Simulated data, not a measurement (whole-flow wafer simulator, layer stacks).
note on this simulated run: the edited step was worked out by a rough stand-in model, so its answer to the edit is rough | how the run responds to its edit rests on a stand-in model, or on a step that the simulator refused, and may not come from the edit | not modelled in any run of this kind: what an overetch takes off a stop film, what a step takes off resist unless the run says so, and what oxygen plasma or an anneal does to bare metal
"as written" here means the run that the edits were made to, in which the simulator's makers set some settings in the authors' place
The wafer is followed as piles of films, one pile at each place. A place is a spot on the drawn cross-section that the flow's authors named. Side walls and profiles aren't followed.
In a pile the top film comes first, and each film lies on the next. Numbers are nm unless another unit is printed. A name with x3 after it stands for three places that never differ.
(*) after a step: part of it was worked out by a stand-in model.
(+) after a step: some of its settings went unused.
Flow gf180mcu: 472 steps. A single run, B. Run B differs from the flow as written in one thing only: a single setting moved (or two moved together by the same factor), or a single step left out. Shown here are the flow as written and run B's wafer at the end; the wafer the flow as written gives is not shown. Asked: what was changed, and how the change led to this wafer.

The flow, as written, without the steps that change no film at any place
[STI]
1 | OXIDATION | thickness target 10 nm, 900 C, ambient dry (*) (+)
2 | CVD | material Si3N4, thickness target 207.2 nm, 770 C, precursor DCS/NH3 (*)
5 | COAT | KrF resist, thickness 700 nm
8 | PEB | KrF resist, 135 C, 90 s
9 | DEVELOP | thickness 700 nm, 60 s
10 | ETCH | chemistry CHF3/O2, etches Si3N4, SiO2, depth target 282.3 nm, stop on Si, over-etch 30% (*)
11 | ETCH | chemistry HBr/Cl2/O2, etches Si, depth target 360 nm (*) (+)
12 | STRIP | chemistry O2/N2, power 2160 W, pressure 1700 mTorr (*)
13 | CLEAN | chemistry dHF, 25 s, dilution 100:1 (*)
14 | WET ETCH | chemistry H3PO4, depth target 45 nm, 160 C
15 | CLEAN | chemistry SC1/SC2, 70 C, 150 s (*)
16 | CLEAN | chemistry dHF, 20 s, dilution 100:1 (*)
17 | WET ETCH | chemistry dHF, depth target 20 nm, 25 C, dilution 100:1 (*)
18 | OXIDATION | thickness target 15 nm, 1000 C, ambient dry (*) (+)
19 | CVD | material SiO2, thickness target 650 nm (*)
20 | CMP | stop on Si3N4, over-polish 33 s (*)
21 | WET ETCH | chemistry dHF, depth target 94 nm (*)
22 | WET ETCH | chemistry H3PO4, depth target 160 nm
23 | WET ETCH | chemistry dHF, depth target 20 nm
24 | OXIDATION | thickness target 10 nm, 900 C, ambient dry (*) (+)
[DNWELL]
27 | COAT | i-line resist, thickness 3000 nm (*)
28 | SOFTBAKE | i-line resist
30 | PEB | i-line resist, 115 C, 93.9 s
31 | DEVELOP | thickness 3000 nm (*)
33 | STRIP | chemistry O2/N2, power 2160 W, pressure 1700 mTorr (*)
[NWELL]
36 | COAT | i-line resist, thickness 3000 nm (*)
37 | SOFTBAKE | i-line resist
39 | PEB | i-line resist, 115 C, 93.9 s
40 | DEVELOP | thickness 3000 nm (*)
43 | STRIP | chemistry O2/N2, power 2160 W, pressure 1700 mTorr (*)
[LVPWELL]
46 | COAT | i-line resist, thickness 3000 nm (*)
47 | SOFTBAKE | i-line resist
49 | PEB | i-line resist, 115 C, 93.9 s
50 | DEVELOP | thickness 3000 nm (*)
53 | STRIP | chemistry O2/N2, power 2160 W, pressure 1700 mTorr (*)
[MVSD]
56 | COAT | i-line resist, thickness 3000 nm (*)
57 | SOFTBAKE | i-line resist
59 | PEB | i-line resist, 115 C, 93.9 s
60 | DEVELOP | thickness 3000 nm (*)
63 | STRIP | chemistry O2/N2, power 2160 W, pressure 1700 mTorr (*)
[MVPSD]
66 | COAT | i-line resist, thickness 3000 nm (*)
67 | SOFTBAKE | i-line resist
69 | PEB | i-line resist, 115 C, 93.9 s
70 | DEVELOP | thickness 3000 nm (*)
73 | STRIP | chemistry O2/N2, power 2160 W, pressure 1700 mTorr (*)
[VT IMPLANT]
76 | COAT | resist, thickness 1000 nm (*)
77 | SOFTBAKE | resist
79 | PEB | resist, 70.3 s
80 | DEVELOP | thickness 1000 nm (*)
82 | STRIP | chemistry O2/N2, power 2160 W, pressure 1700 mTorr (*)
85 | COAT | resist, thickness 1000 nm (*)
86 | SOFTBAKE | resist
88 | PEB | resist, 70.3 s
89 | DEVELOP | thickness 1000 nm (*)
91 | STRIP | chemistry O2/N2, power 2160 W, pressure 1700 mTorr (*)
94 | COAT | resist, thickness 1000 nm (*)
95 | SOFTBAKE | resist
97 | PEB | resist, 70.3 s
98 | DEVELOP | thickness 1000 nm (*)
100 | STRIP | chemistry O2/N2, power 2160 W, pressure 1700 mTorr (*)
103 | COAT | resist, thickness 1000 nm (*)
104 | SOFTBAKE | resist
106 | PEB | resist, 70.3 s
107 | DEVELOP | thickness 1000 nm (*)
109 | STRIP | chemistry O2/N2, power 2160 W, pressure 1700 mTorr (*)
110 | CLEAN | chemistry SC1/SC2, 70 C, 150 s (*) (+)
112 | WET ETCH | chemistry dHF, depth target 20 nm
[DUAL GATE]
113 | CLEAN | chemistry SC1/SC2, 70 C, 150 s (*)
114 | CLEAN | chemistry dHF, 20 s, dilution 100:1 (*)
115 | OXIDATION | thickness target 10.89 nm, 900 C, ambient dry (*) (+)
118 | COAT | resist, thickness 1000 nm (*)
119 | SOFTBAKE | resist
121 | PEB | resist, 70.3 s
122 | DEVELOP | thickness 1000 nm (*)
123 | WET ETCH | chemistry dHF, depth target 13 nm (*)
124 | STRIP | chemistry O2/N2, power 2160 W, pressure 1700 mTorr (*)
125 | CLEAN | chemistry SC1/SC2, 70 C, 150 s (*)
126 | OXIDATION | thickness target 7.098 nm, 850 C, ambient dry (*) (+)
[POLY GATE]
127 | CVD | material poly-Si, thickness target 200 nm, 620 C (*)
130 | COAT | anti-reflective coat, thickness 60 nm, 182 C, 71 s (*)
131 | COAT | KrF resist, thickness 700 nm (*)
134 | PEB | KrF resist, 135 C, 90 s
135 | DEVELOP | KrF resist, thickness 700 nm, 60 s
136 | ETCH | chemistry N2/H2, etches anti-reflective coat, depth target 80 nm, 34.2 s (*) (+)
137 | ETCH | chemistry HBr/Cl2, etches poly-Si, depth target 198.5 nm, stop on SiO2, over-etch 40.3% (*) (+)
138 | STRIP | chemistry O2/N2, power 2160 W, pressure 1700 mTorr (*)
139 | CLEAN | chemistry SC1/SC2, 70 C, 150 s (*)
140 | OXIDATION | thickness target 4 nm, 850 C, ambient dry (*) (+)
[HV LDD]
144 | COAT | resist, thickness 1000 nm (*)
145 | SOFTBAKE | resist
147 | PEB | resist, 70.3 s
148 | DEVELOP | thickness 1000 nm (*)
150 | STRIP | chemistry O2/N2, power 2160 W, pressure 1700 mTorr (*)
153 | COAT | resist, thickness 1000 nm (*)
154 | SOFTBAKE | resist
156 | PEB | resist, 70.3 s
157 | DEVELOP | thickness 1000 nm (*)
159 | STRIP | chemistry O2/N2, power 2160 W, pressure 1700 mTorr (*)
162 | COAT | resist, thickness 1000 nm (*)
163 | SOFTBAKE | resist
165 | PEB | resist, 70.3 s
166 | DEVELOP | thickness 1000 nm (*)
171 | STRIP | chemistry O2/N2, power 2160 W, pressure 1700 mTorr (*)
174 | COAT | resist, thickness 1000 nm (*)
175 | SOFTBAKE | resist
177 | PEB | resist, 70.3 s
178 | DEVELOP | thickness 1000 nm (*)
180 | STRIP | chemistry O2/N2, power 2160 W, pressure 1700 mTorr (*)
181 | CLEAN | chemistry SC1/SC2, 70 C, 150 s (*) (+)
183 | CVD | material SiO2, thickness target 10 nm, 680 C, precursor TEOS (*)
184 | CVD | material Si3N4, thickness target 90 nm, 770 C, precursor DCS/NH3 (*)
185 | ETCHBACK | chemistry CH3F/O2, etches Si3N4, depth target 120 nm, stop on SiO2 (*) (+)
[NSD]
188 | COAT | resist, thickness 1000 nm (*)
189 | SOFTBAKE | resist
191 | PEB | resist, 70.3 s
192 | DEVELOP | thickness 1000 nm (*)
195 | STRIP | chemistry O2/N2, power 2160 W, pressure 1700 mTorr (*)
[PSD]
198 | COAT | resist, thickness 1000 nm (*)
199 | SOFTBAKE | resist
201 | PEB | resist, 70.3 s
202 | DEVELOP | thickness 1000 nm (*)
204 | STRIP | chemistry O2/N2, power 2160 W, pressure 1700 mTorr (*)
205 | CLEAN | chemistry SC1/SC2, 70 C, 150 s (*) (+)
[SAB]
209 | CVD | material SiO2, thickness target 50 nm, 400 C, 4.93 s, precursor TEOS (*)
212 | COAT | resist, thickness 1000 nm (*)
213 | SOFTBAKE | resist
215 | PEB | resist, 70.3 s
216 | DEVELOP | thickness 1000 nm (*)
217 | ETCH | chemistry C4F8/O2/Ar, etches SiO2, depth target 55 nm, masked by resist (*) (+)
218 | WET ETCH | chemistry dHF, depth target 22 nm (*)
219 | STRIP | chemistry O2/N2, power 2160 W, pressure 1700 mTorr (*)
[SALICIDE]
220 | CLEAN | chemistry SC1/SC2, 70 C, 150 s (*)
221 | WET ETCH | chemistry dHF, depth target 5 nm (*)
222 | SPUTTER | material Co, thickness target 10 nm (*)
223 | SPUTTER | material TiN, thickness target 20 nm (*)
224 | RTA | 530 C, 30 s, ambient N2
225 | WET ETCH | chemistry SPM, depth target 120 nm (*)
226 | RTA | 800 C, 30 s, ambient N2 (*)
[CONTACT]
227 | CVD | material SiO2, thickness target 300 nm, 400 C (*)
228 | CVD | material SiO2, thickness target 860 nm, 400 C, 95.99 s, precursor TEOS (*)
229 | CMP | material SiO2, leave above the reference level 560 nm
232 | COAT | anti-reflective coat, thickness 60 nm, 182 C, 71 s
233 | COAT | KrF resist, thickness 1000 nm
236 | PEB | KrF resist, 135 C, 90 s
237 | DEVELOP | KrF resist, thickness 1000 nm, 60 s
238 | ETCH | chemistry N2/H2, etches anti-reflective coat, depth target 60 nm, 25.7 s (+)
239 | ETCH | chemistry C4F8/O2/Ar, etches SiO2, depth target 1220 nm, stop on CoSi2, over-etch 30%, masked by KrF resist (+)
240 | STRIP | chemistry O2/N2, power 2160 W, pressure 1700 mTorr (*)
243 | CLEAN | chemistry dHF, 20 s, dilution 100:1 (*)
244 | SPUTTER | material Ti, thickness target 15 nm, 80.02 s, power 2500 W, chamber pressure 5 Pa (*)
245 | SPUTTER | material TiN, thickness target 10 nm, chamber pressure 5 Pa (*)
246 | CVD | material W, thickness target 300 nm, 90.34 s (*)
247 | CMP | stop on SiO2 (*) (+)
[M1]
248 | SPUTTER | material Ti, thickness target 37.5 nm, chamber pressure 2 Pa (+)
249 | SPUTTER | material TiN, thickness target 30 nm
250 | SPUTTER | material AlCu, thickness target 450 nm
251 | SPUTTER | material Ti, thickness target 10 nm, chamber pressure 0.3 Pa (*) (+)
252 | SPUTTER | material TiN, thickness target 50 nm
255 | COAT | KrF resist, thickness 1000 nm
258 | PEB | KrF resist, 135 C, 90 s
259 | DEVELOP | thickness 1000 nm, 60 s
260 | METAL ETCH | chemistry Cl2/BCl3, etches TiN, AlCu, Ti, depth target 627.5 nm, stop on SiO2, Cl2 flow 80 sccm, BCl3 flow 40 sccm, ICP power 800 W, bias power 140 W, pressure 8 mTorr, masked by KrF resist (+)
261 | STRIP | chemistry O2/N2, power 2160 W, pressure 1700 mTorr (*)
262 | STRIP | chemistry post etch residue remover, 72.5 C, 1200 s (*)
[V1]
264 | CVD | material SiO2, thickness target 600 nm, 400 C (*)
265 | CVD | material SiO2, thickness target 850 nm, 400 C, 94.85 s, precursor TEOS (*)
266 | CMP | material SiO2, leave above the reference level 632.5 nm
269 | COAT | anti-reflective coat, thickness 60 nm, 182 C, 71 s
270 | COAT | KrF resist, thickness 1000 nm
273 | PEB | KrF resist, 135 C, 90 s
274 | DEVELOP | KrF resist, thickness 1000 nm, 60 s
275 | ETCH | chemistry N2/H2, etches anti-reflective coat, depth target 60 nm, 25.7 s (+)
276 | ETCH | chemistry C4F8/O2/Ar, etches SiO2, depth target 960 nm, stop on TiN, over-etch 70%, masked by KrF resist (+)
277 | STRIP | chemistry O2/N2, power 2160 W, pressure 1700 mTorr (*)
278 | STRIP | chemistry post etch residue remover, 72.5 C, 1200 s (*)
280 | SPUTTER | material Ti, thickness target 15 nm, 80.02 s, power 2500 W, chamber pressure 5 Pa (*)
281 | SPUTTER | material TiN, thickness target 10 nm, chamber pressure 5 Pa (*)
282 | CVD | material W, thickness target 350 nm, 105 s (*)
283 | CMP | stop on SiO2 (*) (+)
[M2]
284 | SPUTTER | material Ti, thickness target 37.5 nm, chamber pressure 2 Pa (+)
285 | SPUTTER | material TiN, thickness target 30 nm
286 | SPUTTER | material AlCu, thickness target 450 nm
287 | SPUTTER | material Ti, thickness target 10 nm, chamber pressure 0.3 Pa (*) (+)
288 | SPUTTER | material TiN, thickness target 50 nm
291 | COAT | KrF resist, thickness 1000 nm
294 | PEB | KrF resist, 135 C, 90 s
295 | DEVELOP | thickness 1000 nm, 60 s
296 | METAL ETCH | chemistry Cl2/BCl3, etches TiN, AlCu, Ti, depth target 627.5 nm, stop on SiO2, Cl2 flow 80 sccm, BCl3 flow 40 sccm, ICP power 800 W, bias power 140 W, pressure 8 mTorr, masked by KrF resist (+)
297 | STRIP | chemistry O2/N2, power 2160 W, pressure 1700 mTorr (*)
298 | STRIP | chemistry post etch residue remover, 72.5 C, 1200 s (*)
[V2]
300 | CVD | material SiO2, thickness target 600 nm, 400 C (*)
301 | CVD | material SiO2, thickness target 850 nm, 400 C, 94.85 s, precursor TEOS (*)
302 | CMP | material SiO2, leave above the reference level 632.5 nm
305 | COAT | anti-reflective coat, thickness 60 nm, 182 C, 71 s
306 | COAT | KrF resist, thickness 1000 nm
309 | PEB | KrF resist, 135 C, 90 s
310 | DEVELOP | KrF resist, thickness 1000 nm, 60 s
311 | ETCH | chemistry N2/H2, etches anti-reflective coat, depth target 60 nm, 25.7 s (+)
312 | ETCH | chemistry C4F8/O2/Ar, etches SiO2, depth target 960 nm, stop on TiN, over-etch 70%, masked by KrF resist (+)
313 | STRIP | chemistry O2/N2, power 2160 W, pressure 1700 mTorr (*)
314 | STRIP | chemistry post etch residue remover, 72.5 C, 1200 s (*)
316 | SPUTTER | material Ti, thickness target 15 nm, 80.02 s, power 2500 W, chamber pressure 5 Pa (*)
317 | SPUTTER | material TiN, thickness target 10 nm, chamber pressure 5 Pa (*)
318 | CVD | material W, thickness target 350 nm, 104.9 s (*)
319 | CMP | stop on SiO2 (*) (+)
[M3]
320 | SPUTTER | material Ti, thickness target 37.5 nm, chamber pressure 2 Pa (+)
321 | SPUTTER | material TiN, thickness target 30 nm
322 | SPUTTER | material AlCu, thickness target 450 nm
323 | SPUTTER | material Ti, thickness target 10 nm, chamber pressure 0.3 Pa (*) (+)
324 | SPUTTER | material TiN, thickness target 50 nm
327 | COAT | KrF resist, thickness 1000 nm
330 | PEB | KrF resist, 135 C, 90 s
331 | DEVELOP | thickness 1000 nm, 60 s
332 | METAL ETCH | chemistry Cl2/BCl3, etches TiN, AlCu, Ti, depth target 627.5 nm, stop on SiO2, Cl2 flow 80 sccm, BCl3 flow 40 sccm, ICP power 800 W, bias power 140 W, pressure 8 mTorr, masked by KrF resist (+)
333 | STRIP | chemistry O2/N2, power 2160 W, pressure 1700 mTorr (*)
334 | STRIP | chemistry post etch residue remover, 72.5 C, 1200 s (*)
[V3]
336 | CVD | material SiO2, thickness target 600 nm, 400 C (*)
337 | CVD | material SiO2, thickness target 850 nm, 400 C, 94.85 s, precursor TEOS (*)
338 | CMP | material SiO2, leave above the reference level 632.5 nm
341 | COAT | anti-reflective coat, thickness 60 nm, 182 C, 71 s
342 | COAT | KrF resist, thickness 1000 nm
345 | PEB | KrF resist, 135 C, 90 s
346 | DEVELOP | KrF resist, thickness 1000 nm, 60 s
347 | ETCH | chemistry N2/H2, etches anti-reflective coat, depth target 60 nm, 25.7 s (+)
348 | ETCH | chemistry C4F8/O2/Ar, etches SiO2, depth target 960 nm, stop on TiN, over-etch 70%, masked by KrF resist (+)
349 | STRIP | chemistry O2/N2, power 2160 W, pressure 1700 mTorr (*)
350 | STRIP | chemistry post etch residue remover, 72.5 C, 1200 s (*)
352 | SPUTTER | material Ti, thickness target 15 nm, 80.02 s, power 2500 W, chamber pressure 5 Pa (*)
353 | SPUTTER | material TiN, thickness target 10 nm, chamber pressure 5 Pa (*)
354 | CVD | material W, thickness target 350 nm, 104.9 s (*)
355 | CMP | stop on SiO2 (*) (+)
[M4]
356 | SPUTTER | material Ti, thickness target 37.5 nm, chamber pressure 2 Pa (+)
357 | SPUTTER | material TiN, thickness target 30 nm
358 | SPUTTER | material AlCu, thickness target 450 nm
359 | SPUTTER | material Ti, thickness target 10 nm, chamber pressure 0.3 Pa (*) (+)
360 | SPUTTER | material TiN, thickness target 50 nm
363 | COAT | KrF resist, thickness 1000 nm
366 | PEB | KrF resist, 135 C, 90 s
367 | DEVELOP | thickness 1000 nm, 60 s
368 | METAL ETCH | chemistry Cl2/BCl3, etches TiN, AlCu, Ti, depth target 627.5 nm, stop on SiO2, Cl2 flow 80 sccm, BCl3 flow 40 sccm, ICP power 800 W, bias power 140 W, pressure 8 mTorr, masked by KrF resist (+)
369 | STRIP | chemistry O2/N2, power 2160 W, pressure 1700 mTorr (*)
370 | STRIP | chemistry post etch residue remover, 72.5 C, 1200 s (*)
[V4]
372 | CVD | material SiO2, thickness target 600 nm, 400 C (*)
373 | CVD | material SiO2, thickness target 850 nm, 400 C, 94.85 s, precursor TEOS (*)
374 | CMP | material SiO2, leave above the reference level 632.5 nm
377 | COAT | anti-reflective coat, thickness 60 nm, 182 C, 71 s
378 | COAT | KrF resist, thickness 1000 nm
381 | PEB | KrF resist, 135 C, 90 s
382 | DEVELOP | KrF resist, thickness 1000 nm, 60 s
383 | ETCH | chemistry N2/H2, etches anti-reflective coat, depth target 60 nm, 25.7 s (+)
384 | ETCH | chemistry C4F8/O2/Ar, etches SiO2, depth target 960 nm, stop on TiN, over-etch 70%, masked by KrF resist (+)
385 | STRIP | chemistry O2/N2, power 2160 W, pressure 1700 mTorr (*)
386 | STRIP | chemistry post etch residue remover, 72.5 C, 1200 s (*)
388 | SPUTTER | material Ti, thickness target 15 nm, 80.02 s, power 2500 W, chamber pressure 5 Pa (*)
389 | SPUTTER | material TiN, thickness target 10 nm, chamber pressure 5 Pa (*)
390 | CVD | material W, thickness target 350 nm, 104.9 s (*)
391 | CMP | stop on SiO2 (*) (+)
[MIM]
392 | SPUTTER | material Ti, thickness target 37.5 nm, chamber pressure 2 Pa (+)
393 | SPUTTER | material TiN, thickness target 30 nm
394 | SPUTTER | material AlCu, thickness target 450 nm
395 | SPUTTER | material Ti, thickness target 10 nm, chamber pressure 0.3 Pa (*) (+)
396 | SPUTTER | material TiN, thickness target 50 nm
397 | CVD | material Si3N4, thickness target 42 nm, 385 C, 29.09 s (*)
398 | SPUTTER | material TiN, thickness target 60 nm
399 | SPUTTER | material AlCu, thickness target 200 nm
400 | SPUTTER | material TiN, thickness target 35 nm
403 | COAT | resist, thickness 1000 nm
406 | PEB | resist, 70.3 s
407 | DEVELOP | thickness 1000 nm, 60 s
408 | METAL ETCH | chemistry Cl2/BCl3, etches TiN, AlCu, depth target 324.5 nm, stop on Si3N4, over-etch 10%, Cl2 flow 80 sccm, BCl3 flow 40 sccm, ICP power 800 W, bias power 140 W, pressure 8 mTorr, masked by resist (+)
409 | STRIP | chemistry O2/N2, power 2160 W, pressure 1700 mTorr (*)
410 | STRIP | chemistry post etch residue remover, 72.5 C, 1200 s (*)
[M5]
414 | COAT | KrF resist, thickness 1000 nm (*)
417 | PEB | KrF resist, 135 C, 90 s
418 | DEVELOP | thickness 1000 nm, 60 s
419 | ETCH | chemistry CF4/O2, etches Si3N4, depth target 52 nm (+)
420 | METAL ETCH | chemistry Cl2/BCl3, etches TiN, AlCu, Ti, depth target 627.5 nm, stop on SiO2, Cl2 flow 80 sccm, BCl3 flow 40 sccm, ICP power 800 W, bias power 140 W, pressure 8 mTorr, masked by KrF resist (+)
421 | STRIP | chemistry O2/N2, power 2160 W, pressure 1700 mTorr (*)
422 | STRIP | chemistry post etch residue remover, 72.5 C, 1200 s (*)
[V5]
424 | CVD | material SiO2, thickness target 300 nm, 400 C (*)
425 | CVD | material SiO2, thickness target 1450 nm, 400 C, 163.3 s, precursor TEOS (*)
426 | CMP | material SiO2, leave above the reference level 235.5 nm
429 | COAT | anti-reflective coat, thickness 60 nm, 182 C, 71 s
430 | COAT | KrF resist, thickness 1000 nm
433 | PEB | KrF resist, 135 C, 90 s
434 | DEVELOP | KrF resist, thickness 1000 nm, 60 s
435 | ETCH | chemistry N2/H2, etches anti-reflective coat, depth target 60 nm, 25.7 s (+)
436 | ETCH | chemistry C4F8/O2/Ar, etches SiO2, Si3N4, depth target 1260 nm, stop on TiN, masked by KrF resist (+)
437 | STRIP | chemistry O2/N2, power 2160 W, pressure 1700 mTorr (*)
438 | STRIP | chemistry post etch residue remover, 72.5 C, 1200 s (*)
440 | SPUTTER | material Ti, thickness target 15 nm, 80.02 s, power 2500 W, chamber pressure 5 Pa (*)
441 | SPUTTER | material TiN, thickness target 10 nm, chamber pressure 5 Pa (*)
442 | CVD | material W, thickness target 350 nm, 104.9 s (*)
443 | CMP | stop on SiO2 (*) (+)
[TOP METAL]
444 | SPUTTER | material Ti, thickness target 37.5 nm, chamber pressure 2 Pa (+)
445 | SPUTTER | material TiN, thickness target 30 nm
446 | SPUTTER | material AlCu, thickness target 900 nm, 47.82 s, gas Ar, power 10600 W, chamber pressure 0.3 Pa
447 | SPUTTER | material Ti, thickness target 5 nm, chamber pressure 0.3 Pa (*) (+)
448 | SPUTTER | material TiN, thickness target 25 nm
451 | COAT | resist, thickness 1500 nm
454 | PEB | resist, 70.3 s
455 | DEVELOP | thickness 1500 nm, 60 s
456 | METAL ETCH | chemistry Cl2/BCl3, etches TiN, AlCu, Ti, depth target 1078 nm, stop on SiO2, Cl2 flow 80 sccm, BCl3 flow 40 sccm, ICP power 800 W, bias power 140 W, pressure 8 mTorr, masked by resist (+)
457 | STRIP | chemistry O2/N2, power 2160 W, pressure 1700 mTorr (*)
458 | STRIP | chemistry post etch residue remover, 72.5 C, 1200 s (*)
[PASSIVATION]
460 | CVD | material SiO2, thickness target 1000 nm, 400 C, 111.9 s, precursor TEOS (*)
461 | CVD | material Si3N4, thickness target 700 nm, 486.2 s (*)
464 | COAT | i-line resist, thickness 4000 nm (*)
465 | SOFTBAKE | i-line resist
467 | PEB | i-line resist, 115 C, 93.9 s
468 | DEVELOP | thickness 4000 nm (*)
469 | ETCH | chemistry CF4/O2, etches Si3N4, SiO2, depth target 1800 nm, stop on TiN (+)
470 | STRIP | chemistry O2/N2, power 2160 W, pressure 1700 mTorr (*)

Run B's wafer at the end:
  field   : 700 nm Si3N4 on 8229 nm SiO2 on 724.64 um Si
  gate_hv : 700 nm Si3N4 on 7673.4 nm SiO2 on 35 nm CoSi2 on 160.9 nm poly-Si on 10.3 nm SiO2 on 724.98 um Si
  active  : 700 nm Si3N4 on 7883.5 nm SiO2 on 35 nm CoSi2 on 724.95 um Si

The reason: step 115, OXIDATION: thickness target 6.26 nm was run, whereas the flow has thickness target 10.89 nm.

How this came from the change, step by step:
  115 | OXIDATION | thickness target 10.89 nm, 900 C, ambient dry (*) (+)
      active, n_well, p_well and 40 more: SiO2 gains 6.26 (new film), Si loses 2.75 (it would be, as written: SiO2 gains 10.9 (new film), Si loses 4.79)
      sti, mim_1p0, pad and 21 more: SiO2 gains 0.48, Si loses 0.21 (it would be, as written: SiO2 gains 1.22, Si loses 0.54)
      (and at 25 other places as well)
  123 | WET ETCH | chemistry dHF, depth target 13 nm (*)
      active, n_well, p_well and 12 more: SiO2 loses 6.26 (all of it) (it would be, as written: SiO2 loses 10.9 (all of it))
  126 | OXIDATION | thickness target 7.098 nm, 850 C, ambient dry (*) (+)
      gate_hv, active_hv, active_nat and 25 more: SiO2 gains 4.34, Si loses 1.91 (it would be, as written: SiO2 gains 3.72, Si loses 1.64)
  130 | COAT | anti-reflective coat, thickness 60 nm, 182 C, 71 s (*)
      p_well, spacer, sd_n: anti-reflective coat gains 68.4 (new film) (it would be, as written: anti-reflective coat gains 70.9 (new film))
      active: anti-reflective coat gains 64.3 (new film) (it would be, as written: anti-reflective coat gains 65.7 (new film))
      (and at 8 other places as well)
  136 | ETCH | chemistry N2/H2, etches anti-reflective coat, depth target 80 nm, 34.2 s (*) (+)
      p_well, spacer, sd_n: anti-reflective coat loses 68.4 (all of it), poly-Si loses 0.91 (it would be, as written: anti-reflective coat loses 70.9 (all of it), poly-Si loses 0.85)
      active: anti-reflective coat loses 64.3 (all of it), poly-Si loses 1.02 (it would be, as written: anti-reflective coat loses 65.7 (all of it), poly-Si loses 0.98)
      (and at 6 other places as well)
  138 | STRIP | chemistry O2/N2, power 2160 W, pressure 1700 mTorr (*)
      gate: chemical SiO2 gains 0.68 (new film), KrF resist loses 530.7 (all of it), anti-reflective coat loses 64 (all of it), poly-Si loses 0.3 (it would be, as written: chemical SiO2 gains 0.68 (new film), KrF resist loses 531.7 (all of it), anti-reflective coat loses 65.5 (all of it), poly-Si loses 0.3)
      ld_fp_p: chemical SiO2 gains 0.68 (new film), KrF resist loses 526.4 (all of it), anti-reflective coat loses 46.7 (all of it), poly-Si loses 0.3 (it would be, as written: chemical SiO2 gains 0.68 (new film), KrF resist loses 526.2 (all of it), anti-reflective coat loses 47.8 (all of it), poly-Si loses 0.3)
  145 | SOFTBAKE | resist
      active_nat: resist gains 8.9 (it would be, as written: resist gains 4.68)
  154 | SOFTBAKE | resist
      active_nat: resist gains 8.9 (it would be, as written: resist gains 4.68)
  163 | SOFTBAKE | resist
      active_nat: resist gains 8.9 (it would be, as written: resist gains 4.68)
  175 | SOFTBAKE | resist
      active_nat: resist gains 8.9 (it would be, as written: resist gains 4.68)
  189 | SOFTBAKE | resist
      active_hv: resist loses 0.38 (it would be, as written: resist gains 2.68)
  199 | SOFTBAKE | resist
      active_hv: resist loses 0.38 (it would be, as written: resist gains 2.68)
  218 | WET ETCH | chemistry dHF, depth target 22 nm (*)
      ldn_tap, ldn_src, ldn_drn, ldp_tap, ldp_src, ldp_drn, ldp_gr: SiO2 loses 12.1 (all of it) (it would be, as written: SiO2 loses 16 (all of it))
      ld_drn_n, ld_sd_p: SiO2 loses 10.9 (all of it) (it would be, as written: SiO2 loses 14.8 (all of it))
      (and at 5 other places as well)
  223 | SPUTTER | material TiN, thickness target 20 nm (*)
      field__w12: TiN gains 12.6 (new film) (it would be, as written: TiN gains 12 (new film))
  225 | WET ETCH | chemistry SPM, depth target 120 nm (*)
      field__w12: TiN loses 12.6 (all of it), Co loses 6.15 (all of it) (it would be, as written: TiN loses 12 (all of it), Co loses 6.15 (all of it))
